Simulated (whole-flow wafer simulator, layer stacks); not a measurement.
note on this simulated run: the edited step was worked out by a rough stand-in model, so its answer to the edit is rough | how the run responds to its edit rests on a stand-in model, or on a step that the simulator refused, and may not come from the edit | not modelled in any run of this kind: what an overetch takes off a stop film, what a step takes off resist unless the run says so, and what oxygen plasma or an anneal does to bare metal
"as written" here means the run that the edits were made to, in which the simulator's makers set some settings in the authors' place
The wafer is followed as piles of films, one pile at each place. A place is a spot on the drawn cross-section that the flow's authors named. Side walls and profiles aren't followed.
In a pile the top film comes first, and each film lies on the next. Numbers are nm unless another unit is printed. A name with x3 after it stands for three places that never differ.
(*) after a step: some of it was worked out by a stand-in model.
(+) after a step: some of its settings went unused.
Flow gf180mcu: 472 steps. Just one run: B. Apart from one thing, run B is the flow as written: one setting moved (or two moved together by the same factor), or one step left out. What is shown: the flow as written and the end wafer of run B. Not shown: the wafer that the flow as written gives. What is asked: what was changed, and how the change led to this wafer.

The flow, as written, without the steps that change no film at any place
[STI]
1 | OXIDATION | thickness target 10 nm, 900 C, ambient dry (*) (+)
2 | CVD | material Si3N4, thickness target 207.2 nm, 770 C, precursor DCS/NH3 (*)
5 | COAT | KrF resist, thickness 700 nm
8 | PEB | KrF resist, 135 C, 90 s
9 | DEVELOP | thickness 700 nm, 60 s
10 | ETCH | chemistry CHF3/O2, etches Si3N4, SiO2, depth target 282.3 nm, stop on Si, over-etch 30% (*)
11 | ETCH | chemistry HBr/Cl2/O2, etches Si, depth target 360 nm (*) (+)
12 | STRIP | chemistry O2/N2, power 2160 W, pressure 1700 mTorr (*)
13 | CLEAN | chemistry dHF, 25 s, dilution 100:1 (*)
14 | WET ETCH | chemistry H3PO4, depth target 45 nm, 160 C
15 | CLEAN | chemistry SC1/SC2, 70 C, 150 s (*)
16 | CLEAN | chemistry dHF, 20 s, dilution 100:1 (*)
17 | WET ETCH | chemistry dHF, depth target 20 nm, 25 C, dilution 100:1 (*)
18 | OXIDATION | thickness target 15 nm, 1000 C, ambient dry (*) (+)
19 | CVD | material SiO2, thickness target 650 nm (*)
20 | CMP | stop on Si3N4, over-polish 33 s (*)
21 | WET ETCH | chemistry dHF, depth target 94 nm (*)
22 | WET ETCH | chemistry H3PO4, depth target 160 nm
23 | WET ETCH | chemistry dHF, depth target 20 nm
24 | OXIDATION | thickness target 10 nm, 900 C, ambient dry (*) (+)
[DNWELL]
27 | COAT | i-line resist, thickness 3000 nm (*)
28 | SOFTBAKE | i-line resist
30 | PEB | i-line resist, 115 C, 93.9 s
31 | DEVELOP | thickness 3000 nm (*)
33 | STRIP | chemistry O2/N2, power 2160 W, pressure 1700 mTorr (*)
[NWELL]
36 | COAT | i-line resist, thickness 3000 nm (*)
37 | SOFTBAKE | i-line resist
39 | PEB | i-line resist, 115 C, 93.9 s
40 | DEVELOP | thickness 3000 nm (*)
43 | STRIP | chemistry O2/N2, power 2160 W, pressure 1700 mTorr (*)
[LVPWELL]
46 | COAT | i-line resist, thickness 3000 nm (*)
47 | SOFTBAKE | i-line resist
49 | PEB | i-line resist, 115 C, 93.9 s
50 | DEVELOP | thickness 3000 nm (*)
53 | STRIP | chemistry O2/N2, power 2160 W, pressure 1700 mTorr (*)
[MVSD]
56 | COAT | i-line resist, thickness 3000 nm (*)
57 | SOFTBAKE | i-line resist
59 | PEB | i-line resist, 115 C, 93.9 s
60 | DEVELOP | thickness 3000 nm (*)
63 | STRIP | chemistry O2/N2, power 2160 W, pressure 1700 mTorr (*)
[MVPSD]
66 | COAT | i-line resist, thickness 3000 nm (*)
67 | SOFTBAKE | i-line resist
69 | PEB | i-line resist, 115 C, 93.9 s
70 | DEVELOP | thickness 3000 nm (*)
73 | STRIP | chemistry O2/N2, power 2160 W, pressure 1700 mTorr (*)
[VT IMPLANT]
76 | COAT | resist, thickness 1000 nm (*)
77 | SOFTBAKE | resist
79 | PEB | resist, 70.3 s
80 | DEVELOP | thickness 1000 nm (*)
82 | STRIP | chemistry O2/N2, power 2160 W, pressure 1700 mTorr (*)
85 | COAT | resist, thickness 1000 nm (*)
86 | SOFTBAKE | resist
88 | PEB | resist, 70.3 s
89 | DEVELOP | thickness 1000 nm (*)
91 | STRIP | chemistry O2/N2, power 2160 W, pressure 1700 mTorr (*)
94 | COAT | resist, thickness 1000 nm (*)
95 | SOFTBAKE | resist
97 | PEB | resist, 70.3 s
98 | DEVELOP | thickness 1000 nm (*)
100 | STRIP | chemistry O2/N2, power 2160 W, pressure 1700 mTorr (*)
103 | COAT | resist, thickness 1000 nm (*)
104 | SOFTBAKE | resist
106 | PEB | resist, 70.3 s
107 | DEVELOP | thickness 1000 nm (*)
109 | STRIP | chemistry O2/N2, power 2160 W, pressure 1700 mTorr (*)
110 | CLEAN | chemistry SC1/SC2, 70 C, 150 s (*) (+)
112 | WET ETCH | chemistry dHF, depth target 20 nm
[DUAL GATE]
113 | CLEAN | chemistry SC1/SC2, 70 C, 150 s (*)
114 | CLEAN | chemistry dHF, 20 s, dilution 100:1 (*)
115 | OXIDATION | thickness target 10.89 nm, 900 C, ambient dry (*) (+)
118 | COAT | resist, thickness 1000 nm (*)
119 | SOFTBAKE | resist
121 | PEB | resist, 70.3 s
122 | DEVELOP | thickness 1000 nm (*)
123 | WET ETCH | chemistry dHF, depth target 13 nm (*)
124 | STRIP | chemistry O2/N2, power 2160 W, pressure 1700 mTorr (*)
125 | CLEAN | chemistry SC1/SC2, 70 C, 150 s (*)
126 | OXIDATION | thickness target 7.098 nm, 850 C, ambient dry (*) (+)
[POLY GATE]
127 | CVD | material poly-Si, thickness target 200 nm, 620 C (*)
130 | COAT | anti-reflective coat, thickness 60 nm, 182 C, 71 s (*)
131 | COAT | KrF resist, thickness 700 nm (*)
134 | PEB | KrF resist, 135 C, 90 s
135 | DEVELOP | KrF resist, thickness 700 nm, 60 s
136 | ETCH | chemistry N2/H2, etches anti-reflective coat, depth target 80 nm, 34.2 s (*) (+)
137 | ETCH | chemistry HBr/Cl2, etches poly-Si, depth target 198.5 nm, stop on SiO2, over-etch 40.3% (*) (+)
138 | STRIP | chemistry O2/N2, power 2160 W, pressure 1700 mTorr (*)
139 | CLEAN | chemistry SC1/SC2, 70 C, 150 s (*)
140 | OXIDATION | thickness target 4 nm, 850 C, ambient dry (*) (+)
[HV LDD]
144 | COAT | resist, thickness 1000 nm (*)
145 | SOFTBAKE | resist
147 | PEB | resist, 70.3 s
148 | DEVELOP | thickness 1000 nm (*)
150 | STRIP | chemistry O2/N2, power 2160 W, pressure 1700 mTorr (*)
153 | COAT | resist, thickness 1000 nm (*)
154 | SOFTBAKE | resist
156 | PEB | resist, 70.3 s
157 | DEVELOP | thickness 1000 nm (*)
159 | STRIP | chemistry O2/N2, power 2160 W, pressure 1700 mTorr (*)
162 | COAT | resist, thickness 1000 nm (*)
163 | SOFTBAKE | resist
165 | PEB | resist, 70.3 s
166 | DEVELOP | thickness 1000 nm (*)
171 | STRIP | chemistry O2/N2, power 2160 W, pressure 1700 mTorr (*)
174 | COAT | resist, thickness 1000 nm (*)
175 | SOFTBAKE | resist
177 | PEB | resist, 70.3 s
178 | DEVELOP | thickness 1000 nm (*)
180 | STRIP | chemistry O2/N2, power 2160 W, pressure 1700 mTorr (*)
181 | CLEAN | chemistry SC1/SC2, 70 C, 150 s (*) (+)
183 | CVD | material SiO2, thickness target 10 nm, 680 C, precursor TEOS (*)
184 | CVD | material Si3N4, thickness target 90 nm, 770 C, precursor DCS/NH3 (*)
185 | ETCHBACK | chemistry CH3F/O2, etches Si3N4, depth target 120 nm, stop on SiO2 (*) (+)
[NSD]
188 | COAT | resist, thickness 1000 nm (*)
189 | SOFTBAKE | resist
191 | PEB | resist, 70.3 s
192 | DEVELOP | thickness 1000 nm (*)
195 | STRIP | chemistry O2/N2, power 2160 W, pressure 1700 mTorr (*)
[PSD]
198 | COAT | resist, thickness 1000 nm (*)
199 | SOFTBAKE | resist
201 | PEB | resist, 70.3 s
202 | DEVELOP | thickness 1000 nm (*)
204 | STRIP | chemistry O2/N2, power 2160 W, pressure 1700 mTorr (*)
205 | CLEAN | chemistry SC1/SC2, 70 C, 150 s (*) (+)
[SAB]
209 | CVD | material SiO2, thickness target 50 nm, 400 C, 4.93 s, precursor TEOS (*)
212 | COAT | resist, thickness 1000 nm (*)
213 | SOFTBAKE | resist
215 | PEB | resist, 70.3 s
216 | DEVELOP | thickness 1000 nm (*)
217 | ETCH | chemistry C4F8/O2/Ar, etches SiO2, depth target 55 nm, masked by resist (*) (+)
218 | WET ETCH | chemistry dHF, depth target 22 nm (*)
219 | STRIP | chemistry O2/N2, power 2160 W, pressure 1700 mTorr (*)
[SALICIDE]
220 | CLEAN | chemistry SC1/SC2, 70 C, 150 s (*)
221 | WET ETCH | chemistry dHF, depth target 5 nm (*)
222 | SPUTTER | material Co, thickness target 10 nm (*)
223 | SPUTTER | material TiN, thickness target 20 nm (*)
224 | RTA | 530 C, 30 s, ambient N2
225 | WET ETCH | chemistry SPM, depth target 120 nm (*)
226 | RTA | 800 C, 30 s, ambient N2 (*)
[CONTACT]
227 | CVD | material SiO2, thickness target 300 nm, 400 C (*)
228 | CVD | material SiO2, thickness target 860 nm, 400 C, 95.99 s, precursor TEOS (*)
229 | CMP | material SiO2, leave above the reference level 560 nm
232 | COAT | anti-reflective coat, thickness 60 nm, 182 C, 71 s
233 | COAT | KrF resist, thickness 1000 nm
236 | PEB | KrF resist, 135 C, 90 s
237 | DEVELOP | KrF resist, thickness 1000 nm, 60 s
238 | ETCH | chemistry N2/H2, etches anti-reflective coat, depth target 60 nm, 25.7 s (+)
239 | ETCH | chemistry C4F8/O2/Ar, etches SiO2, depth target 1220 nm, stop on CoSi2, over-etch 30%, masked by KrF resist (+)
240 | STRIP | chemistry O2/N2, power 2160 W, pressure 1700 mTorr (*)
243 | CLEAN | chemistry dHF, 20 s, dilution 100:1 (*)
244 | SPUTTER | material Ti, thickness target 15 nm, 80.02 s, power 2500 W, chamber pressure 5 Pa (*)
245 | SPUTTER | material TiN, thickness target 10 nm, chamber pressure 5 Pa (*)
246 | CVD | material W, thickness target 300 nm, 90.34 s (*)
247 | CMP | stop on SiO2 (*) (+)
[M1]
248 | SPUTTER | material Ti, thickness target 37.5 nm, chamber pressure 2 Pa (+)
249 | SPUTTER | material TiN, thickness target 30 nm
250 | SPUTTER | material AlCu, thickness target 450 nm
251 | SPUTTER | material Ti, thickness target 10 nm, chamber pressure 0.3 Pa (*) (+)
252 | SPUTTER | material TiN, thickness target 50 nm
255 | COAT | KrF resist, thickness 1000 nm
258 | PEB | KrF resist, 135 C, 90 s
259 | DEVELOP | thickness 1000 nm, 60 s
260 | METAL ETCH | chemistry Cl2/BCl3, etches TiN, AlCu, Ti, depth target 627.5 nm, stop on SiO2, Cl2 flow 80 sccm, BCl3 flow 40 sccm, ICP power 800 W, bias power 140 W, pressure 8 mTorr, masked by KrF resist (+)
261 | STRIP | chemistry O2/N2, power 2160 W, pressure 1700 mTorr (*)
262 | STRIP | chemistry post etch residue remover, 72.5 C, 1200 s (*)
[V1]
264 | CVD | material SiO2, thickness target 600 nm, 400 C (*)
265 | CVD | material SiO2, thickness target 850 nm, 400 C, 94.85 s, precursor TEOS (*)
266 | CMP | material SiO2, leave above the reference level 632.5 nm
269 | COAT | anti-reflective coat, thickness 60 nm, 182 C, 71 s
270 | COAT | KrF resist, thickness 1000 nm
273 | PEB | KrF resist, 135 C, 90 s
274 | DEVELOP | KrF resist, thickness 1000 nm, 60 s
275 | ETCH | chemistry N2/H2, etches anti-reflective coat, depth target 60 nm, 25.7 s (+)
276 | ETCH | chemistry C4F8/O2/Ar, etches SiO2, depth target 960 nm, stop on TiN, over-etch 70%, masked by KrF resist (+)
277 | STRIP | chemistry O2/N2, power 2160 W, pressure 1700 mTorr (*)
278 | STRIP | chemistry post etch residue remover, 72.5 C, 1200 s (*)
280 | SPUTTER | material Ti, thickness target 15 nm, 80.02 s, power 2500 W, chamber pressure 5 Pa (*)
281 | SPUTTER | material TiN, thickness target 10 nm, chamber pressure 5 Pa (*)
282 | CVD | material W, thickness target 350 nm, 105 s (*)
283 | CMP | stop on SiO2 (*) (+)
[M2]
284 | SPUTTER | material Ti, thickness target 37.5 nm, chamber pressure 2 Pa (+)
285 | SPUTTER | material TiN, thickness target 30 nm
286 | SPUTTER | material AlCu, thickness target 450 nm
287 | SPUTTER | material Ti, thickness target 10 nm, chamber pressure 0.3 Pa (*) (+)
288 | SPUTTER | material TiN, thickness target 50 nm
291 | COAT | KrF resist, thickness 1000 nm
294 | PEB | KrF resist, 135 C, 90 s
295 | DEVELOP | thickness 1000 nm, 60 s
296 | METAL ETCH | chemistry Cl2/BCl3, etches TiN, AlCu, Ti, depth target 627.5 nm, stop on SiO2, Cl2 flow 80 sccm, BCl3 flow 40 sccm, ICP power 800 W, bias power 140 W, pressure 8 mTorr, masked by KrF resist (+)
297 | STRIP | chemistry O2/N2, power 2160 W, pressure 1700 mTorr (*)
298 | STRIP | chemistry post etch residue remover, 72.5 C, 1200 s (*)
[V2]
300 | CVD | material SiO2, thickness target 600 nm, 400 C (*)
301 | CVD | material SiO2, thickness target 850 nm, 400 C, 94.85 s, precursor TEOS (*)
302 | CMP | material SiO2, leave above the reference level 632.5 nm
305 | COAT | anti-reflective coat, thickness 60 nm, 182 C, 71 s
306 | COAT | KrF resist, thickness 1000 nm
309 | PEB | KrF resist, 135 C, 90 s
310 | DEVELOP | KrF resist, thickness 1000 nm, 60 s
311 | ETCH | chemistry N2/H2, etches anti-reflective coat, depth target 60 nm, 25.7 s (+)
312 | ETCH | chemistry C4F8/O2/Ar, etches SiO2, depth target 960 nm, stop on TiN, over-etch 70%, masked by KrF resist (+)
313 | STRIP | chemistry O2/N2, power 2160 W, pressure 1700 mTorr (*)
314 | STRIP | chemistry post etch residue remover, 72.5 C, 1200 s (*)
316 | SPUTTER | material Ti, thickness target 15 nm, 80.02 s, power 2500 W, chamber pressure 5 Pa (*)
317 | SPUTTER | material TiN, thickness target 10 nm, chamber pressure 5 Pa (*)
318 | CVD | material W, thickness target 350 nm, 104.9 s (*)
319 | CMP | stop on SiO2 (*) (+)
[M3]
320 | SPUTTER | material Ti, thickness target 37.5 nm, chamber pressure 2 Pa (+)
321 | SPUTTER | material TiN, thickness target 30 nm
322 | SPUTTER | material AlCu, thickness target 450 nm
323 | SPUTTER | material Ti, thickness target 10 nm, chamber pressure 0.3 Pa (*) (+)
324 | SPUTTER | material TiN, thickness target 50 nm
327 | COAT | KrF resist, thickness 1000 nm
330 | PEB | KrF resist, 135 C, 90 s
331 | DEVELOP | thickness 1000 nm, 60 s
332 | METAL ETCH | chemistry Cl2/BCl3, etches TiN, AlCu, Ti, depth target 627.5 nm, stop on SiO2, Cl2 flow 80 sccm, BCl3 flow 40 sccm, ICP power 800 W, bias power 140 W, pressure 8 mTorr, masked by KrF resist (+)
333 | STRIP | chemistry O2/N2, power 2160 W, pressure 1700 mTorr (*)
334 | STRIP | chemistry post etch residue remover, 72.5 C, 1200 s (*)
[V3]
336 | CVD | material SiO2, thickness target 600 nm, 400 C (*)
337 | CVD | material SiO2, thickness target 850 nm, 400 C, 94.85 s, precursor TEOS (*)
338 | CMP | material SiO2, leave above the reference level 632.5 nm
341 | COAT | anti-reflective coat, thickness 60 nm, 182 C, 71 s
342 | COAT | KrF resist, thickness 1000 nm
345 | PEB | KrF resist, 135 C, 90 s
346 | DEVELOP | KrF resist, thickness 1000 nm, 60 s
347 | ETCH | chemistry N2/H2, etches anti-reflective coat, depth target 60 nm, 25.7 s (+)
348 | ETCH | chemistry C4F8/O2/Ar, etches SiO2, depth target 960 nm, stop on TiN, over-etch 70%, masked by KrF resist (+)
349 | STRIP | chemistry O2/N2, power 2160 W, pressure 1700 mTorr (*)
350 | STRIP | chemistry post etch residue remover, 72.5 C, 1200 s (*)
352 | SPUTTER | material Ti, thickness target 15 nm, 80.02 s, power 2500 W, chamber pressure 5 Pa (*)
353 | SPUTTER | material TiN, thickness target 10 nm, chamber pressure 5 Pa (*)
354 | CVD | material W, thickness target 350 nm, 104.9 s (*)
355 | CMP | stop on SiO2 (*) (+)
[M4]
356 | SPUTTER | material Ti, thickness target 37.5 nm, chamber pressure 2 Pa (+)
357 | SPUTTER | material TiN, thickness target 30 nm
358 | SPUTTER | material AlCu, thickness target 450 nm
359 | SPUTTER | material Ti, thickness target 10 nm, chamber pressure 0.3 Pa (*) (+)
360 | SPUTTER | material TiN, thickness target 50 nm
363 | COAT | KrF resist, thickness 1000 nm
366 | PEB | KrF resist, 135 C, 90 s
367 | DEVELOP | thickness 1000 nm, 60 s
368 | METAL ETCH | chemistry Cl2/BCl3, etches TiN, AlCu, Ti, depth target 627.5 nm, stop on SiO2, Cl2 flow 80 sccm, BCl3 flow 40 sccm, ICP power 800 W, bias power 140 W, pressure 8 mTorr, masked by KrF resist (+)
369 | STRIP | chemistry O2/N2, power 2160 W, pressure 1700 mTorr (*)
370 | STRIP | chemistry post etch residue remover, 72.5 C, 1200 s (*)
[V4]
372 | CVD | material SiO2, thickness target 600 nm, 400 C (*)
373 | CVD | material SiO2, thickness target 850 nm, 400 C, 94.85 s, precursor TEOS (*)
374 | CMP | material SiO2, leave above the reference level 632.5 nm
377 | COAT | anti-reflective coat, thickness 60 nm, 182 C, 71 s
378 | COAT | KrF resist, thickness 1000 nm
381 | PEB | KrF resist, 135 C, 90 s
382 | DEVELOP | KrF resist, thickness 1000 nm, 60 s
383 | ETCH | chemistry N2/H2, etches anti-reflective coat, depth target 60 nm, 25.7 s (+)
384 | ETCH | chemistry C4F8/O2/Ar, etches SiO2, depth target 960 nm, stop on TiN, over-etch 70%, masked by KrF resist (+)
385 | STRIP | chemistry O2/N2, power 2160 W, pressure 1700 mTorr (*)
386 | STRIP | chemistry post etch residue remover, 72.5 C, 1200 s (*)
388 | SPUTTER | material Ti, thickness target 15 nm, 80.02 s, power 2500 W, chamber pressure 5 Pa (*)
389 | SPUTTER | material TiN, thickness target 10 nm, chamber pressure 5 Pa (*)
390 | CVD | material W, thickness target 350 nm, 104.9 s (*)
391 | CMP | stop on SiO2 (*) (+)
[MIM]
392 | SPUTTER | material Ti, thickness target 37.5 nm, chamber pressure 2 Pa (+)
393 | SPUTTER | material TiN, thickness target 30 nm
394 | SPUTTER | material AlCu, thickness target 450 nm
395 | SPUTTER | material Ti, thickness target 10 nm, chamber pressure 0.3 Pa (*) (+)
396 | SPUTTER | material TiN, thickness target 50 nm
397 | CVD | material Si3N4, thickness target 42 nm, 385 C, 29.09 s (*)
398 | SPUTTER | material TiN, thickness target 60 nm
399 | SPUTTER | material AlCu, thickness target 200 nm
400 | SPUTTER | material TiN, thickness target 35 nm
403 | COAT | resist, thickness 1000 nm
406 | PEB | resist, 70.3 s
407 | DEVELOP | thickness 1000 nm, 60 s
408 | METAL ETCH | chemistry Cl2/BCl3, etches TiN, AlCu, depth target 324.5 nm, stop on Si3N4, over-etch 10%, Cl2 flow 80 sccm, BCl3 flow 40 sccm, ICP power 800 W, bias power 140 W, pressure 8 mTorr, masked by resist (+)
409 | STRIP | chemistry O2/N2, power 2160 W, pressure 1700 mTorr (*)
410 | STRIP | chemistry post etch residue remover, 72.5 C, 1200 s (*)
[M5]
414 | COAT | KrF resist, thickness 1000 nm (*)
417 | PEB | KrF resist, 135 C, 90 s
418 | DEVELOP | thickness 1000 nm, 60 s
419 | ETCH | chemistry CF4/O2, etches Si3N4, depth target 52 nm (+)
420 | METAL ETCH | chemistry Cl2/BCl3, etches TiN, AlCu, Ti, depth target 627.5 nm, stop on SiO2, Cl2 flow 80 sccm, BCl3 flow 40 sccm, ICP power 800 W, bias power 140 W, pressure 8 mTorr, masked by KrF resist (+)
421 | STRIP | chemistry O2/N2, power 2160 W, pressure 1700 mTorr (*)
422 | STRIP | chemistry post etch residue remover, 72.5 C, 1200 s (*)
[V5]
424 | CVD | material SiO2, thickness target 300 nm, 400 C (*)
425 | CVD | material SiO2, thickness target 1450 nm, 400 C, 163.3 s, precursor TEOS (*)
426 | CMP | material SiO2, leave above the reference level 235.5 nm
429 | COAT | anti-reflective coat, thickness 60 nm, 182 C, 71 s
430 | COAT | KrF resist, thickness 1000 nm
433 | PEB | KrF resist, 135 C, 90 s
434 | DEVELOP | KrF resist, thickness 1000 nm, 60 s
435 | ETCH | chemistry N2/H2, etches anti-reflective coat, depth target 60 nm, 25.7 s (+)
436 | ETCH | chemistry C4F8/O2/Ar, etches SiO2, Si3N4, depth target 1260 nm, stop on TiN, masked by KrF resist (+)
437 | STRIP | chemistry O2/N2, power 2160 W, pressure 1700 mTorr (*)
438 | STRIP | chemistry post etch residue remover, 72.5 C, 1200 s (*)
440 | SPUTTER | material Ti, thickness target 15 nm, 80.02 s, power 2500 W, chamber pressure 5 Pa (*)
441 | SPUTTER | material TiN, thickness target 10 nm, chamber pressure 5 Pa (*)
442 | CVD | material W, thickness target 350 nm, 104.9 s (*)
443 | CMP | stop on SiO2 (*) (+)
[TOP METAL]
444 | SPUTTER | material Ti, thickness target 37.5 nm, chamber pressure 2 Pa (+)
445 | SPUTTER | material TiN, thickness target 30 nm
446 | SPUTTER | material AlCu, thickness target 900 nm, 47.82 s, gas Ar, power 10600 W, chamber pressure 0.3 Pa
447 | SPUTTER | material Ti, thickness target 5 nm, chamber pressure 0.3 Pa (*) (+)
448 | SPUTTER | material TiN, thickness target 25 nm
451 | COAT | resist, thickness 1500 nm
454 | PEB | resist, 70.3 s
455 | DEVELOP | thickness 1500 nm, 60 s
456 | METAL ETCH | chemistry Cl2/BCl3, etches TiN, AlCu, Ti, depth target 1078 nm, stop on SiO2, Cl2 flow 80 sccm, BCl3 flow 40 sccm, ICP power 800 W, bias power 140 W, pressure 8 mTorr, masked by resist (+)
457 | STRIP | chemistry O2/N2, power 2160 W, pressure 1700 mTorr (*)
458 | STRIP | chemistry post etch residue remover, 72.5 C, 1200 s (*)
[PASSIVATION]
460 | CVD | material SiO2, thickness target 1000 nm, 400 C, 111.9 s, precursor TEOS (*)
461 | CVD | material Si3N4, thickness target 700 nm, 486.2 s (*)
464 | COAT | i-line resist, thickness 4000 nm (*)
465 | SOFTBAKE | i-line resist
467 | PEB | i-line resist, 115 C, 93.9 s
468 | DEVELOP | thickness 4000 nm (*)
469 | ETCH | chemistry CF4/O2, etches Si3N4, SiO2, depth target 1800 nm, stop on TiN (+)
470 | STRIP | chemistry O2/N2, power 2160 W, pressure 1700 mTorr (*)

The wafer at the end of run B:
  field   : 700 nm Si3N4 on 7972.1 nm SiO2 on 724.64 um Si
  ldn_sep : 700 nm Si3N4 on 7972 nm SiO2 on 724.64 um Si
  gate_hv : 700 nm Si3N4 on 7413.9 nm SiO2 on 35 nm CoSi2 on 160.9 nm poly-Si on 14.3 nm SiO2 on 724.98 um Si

The reason: step 460, CVD: thickness target 740 nm was run, while the flow as written has thickness target 1000 nm; step 460, CVD: 82.84 s was run, where the flow has 111.9 s.

The path from the change to this, step by step:
  460 | CVD | material SiO2, thickness target 1000 nm, 400 C, 111.9 s, precursor TEOS (*)
      field, field__w1, field__w2 and 103 more: SiO2 gains 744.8 (it would be, as written: SiO2 gains 1000)
      field__w8, contact, m1, m1__w1, pad, m1_nw: SiO2 gains 744.8 (new film) (it would be, as written: SiO2 gains 1000 (new film))
  465 | SOFTBAKE | i-line resist
      gate: i-line resist loses 0.3 (it would be, as written: i-line resist gains 1.79)
      field__w11, field__w13: i-line resist gains 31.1 (it would be, as written: i-line resist gains 37.6)
      (and at 58 other places as well)
  469 | ETCH | chemistry CF4/O2, etches Si3N4, SiO2, depth target 1800 nm, stop on TiN (+)
      pad: Si3N4 loses 700 (all of it), SiO2 loses 744.8 (all of it) (it would be, as written: Si3N4 loses 700 (all of it), SiO2 loses 1000 (all of it))
